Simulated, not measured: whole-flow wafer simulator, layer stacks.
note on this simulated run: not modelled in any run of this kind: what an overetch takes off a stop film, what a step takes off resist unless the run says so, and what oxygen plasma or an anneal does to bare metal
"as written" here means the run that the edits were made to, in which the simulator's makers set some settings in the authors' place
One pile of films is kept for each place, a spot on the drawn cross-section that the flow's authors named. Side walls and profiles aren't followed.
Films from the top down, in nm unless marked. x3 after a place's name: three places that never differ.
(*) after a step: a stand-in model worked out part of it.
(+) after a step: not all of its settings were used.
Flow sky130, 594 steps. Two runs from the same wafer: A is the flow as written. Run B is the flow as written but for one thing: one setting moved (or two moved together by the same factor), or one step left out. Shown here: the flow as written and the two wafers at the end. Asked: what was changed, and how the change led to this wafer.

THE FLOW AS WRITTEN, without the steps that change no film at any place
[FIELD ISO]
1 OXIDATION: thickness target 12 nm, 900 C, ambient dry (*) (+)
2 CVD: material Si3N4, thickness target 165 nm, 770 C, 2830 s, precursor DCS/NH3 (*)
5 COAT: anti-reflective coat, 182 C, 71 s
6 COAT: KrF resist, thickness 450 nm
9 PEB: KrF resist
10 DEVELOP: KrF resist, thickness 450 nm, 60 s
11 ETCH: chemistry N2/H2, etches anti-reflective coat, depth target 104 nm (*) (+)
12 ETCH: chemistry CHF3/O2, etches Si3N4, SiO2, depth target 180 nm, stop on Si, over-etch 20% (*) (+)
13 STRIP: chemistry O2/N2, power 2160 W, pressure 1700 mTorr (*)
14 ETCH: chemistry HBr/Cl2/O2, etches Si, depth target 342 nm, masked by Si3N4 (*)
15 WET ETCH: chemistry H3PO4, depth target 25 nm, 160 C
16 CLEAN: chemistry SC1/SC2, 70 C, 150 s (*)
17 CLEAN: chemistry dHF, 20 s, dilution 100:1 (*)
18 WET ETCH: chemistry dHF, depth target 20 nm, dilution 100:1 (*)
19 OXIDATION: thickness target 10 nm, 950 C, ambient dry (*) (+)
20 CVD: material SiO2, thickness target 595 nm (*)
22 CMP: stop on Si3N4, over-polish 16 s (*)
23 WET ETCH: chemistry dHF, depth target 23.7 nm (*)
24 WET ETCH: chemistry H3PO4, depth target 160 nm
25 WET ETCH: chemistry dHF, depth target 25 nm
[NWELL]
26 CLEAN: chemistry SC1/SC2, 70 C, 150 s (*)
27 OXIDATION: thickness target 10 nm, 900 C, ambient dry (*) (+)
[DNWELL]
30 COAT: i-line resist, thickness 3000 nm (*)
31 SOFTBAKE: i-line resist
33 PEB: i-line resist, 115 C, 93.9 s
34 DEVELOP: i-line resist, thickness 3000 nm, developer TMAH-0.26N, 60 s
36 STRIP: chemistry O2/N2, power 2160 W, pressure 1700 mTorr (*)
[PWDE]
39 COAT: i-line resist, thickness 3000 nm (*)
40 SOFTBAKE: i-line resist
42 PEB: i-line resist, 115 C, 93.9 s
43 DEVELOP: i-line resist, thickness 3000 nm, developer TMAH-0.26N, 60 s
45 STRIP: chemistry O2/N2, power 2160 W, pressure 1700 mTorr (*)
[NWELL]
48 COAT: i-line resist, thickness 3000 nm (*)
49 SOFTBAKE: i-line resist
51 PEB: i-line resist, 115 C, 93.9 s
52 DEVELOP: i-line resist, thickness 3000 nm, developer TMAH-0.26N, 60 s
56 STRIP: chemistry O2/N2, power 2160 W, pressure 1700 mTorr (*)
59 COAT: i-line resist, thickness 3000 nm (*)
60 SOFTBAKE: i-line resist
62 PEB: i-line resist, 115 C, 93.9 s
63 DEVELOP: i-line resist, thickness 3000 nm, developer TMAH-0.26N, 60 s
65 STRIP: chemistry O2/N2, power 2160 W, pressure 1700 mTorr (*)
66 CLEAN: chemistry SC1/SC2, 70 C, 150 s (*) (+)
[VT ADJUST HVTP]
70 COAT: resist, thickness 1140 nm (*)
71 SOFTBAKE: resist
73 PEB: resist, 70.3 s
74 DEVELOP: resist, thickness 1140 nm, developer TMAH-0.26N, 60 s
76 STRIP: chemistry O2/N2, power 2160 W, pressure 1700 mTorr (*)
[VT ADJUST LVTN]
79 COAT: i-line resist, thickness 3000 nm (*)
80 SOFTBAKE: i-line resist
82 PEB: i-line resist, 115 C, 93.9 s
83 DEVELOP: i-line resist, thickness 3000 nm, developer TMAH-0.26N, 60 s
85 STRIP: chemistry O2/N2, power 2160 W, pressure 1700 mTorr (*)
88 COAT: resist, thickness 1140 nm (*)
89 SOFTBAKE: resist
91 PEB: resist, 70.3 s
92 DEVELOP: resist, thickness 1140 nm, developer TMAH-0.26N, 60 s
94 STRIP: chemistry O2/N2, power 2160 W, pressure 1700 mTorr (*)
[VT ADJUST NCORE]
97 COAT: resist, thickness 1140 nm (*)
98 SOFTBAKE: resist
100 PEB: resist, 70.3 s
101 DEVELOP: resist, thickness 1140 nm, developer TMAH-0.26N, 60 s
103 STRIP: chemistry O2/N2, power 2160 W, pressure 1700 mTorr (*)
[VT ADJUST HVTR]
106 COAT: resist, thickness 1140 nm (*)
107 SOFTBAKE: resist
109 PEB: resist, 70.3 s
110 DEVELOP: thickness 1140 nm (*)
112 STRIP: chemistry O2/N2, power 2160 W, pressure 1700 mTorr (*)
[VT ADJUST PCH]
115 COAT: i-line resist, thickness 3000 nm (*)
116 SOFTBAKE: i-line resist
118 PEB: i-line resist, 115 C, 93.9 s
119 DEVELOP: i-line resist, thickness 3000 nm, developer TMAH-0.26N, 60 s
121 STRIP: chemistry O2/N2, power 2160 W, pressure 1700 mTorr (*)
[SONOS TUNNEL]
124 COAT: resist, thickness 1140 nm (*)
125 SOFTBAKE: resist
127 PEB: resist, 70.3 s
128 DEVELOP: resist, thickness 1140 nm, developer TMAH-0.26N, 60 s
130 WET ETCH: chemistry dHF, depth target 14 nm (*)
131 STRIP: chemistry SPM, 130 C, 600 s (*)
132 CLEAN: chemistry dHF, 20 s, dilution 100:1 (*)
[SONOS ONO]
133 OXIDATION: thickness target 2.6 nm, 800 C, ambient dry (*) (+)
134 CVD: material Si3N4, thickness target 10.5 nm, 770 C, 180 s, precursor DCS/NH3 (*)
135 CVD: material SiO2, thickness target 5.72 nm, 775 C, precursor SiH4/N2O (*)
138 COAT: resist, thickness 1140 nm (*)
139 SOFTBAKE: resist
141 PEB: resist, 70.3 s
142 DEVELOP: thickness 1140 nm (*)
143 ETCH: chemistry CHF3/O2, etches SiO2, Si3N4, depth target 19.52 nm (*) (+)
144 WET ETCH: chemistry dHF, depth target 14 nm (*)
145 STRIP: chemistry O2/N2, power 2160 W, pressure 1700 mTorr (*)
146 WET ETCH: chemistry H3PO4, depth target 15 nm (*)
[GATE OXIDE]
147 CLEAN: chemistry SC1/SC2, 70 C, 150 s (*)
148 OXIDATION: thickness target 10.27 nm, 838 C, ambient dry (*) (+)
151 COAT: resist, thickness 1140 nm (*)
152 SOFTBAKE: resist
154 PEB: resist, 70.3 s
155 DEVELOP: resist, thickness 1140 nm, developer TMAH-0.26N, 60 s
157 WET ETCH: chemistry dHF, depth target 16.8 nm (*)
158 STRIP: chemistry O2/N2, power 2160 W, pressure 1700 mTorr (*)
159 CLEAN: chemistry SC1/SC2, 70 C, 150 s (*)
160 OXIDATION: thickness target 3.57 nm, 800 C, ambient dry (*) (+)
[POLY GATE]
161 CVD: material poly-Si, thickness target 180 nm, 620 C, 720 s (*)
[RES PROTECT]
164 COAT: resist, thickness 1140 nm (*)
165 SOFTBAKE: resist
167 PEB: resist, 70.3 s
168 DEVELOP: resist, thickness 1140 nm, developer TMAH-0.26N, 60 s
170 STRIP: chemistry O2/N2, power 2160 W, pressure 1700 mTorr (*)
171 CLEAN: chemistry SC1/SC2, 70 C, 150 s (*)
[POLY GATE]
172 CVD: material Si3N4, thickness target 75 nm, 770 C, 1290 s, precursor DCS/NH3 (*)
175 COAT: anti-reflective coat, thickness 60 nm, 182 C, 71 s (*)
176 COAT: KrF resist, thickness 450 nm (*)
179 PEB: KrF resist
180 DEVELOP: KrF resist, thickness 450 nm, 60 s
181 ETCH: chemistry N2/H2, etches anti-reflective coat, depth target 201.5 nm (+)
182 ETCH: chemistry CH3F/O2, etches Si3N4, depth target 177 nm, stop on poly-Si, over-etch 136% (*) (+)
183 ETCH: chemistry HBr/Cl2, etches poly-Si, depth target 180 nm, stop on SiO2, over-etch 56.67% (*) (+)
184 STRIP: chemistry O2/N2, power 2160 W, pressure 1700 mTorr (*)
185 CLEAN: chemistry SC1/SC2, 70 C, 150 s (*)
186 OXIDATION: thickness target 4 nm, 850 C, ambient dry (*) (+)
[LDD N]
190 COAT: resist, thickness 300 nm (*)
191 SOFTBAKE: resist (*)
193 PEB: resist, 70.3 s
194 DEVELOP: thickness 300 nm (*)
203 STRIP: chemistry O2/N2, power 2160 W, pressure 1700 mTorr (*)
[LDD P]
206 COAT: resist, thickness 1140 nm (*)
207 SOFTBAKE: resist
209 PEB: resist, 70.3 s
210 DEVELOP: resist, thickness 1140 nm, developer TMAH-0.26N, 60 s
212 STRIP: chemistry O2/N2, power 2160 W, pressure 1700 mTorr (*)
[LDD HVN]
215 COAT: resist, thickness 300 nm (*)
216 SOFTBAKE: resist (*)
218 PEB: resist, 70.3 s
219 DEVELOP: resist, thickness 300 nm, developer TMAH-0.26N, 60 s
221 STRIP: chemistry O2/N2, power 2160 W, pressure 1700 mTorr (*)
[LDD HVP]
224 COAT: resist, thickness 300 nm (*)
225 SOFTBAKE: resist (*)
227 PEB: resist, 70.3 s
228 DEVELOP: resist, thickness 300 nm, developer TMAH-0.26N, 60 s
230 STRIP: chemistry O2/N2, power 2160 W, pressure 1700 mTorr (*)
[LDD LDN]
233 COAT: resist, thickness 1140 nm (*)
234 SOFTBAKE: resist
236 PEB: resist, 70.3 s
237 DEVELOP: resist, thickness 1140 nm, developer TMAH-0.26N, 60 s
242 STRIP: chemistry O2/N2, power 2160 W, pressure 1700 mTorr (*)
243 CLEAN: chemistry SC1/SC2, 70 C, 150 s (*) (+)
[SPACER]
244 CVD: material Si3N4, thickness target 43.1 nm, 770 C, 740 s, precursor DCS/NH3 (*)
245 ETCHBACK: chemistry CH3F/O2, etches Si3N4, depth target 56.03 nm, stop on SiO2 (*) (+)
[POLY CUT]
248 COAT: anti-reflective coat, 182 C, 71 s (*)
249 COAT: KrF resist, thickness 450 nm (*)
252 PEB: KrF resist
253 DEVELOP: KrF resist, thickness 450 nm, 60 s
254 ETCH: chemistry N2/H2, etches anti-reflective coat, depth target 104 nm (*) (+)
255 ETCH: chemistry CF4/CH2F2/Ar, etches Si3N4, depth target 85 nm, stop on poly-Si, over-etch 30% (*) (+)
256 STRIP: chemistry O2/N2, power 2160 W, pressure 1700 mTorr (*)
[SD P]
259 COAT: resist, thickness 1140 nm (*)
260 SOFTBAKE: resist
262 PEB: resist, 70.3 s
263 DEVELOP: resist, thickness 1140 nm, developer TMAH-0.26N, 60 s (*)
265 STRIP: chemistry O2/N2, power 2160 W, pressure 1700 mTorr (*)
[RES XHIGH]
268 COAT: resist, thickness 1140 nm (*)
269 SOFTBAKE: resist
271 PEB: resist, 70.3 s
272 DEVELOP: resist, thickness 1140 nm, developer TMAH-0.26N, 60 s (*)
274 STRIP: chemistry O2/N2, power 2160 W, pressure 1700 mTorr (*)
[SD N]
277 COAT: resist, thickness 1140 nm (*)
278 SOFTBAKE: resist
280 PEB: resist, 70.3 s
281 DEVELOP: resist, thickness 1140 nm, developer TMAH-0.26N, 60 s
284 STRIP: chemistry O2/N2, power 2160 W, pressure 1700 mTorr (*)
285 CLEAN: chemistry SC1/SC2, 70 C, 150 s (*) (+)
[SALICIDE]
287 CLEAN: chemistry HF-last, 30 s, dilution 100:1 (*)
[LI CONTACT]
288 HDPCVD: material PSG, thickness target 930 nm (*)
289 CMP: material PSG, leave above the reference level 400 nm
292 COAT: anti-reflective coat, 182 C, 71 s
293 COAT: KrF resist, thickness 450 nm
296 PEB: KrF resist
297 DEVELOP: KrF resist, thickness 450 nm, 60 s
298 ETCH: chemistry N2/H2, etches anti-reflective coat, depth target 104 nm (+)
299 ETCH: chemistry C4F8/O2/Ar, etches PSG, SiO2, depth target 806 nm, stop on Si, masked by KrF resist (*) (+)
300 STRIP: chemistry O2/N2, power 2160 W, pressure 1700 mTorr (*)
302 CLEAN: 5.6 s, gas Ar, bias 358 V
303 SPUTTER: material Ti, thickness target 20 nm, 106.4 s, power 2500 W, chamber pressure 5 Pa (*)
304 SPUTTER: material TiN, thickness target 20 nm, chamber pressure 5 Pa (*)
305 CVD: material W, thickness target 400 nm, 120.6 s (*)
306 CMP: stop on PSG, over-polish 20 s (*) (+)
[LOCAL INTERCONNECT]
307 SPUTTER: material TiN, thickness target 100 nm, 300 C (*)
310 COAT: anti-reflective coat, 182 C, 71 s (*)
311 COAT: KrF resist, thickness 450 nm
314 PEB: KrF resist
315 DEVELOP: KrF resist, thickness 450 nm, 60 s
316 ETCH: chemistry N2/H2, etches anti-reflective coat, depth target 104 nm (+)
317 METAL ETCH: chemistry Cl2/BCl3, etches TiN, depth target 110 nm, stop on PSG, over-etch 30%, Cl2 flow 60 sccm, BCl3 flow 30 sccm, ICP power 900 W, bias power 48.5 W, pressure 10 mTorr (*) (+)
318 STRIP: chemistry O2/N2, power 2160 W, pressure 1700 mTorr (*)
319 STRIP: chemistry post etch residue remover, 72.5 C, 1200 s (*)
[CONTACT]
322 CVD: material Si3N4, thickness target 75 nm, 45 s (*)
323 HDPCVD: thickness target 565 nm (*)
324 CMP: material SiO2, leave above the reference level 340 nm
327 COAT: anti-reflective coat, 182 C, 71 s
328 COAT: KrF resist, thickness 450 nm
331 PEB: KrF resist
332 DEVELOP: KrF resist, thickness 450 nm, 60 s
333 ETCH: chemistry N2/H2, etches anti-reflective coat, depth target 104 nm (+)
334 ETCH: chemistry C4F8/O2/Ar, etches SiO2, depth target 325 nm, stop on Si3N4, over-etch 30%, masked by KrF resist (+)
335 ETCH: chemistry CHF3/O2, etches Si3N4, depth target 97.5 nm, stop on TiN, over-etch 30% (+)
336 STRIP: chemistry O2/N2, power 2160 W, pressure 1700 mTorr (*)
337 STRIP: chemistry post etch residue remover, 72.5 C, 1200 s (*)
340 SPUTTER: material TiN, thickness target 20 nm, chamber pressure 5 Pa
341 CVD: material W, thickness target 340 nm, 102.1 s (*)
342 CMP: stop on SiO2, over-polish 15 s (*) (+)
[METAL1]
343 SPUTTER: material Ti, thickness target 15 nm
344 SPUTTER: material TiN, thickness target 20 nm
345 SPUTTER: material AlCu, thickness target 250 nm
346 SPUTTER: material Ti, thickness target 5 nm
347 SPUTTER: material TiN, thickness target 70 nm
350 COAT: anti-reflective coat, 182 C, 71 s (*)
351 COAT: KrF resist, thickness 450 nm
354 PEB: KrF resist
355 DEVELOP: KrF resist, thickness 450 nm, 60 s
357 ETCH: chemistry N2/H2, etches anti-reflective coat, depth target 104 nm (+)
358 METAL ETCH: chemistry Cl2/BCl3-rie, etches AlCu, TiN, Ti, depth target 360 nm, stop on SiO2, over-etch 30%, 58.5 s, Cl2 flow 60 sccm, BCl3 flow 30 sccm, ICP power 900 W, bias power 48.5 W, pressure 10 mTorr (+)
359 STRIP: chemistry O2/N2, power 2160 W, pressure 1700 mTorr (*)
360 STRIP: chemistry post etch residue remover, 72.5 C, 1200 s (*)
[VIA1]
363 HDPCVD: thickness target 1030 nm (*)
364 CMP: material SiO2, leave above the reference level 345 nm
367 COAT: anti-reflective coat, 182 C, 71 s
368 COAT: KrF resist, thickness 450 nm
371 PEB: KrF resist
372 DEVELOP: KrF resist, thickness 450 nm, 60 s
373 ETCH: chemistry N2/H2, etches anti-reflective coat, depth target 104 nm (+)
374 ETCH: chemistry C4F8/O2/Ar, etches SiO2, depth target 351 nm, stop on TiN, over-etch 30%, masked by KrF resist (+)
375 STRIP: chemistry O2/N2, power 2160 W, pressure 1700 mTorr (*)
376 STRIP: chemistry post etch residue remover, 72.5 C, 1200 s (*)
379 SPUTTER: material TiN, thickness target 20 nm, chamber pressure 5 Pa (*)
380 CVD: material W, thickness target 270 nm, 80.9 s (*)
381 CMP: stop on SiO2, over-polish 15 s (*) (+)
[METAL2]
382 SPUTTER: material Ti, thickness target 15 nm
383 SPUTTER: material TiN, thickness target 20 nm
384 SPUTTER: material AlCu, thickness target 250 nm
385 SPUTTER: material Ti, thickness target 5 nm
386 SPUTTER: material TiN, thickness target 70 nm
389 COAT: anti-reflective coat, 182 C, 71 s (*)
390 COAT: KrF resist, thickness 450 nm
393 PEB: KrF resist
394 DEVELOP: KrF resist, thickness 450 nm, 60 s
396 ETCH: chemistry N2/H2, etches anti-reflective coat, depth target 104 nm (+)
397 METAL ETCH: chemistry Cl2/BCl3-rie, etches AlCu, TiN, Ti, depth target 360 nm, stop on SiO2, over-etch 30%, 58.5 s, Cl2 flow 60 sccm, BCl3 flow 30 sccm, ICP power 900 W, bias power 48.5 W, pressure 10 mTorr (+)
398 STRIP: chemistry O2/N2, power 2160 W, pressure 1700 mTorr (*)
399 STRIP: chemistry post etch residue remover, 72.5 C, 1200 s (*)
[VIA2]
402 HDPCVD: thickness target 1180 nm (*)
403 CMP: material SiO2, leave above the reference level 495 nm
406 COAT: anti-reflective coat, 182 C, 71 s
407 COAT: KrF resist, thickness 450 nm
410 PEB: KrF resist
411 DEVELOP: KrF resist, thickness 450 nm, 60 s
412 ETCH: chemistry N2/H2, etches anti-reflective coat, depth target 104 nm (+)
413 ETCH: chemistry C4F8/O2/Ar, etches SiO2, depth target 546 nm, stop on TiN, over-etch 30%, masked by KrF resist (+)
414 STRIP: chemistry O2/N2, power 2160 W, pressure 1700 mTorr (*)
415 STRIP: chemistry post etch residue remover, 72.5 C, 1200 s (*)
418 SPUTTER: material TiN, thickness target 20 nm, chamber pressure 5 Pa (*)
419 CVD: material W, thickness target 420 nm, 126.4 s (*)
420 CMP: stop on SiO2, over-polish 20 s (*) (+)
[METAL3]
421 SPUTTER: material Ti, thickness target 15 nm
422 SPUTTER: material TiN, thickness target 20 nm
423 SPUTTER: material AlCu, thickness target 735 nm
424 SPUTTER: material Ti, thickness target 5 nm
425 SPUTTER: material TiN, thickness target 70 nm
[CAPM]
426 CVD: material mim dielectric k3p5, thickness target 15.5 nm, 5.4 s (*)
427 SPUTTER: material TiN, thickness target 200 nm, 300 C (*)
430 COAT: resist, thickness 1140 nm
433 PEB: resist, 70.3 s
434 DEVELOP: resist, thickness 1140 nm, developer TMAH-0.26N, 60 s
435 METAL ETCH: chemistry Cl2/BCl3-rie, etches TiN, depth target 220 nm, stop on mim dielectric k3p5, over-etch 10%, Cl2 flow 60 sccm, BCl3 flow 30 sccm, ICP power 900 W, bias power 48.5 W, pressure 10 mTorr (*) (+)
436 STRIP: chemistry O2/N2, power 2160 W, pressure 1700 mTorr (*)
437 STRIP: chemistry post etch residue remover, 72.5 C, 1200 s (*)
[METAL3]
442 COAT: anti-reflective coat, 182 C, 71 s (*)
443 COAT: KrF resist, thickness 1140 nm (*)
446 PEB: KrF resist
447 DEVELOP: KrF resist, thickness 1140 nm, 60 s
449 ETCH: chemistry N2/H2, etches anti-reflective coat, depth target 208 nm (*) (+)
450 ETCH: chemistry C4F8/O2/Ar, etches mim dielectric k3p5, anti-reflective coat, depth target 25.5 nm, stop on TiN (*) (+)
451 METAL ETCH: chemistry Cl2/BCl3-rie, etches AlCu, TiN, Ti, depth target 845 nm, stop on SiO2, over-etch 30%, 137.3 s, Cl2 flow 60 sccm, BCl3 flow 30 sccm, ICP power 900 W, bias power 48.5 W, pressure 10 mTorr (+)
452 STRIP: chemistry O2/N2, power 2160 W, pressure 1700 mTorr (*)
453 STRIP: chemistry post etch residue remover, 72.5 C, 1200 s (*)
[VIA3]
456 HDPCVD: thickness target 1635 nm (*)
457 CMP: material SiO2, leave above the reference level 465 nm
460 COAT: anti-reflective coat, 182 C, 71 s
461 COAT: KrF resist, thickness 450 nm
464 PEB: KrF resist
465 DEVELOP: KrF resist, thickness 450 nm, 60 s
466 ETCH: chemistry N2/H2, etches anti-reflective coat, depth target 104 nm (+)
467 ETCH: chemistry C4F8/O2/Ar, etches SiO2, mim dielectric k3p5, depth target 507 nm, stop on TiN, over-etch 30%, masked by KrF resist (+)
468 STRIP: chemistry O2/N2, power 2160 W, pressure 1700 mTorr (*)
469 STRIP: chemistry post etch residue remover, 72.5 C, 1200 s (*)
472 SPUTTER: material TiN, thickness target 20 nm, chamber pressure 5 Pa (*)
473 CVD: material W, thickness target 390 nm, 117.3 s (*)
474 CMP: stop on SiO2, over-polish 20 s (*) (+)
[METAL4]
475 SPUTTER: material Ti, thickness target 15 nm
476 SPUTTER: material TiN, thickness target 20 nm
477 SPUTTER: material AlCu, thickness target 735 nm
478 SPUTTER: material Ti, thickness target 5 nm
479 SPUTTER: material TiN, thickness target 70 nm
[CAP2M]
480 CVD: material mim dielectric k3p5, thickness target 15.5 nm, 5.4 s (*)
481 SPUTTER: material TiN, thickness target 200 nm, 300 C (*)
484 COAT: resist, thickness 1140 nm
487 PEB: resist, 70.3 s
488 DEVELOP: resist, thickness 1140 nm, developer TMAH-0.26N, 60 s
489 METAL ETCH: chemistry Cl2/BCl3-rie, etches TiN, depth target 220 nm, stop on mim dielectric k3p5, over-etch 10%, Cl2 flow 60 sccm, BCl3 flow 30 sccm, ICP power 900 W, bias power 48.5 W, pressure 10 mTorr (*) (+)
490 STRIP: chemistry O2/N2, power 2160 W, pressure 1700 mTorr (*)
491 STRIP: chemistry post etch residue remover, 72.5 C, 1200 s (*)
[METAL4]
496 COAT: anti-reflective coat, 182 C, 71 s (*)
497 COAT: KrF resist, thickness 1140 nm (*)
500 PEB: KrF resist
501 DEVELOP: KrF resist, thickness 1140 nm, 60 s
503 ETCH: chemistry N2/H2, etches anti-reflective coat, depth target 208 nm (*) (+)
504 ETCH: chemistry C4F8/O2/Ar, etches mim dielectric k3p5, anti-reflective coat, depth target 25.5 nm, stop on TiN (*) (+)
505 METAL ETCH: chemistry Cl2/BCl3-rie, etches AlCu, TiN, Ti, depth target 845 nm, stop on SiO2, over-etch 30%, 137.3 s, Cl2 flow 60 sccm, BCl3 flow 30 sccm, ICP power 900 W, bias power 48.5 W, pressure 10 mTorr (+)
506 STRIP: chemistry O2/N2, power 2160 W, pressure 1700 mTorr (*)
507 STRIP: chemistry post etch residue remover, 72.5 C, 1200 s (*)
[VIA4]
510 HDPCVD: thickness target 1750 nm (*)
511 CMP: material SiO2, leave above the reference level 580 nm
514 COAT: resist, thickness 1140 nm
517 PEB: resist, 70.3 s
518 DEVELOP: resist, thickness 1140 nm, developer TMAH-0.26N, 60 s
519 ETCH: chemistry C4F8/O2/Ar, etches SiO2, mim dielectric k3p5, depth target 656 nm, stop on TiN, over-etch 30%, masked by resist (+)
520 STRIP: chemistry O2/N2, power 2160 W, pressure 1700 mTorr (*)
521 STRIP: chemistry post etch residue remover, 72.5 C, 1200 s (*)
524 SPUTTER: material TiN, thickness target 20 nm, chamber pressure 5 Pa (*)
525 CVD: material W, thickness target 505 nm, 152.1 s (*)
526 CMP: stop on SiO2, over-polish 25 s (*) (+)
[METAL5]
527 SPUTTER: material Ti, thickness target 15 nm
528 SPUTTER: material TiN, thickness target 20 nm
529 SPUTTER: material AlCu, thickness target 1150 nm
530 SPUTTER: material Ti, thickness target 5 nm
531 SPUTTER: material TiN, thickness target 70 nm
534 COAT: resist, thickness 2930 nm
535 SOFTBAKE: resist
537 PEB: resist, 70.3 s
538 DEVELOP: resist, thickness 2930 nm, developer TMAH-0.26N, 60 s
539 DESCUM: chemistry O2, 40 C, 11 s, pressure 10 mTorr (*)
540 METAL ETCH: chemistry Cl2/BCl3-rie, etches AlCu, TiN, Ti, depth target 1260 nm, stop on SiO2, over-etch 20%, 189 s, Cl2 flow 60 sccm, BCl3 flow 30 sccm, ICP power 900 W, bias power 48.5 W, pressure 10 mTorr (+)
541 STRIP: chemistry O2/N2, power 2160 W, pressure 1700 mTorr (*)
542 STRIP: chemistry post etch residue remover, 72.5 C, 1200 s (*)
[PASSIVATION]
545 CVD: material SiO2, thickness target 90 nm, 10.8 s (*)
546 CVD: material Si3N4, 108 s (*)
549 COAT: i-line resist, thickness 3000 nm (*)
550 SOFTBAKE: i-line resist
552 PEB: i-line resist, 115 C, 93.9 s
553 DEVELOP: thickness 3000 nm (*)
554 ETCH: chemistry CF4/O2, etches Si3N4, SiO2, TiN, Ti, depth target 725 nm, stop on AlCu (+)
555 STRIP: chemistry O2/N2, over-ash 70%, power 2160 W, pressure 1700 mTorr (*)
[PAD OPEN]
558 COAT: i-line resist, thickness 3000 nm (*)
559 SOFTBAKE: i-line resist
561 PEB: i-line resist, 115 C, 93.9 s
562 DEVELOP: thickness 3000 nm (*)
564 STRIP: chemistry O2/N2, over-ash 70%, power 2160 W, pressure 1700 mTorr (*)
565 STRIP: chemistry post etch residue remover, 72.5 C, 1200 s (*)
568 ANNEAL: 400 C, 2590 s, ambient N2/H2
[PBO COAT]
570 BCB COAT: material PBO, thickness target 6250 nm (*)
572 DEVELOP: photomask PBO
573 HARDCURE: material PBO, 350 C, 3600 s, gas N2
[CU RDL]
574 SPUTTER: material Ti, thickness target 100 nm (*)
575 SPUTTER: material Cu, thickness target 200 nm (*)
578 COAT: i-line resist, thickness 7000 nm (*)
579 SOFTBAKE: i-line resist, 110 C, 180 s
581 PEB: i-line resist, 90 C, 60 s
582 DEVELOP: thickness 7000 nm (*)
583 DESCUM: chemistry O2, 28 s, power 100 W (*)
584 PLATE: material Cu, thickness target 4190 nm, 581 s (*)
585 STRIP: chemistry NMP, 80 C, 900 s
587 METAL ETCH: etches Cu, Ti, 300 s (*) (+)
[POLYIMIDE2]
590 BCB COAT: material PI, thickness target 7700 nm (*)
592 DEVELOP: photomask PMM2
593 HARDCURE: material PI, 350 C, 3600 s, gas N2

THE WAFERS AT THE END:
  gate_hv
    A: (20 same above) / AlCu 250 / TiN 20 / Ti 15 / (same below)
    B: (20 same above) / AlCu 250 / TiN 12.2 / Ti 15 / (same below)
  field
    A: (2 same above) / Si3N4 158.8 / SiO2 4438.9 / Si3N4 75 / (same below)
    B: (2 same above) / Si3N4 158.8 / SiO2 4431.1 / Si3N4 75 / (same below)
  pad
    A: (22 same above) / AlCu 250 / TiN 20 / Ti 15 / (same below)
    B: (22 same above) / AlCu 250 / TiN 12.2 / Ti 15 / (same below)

The cause: step 383, SPUTTER: thickness target 12.2 nm was run, where the flow has thickness target 20 nm.
It can be read off the wafer: gate_hv has TiN 12.2, and step 383 as written asks for 20 nm.

How the change led to this, step by step:
  383 SPUTTER: material TiN, thickness target 20 nm
      field, active, n_well and 188 more: A TiN +20 (new film) | B TiN +12.2 (new film)
  397 METAL ETCH: chemistry Cl2/BCl3-rie, etches AlCu, TiN, Ti, depth target 360 nm, stop on SiO2, over-etch 30%, 58.5 s, Cl2 flow 60 sccm, BCl3 flow 30 sccm, ICP power 900 W, bias power 48.5 W, pressure 10 mTorr (+)
      field, active, gate and 82 more: A TiN -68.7 (all of it), Ti -5 (all of it), AlCu -250 (all of it), TiN -20 (all of it), Ti -15 (all of it), SiO2 -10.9 | B TiN -68.7 (all of it), Ti -5 (all of it), AlCu -250 (all of it), TiN -12.2 (all of it), Ti -15 (all of it), SiO2 -11.7
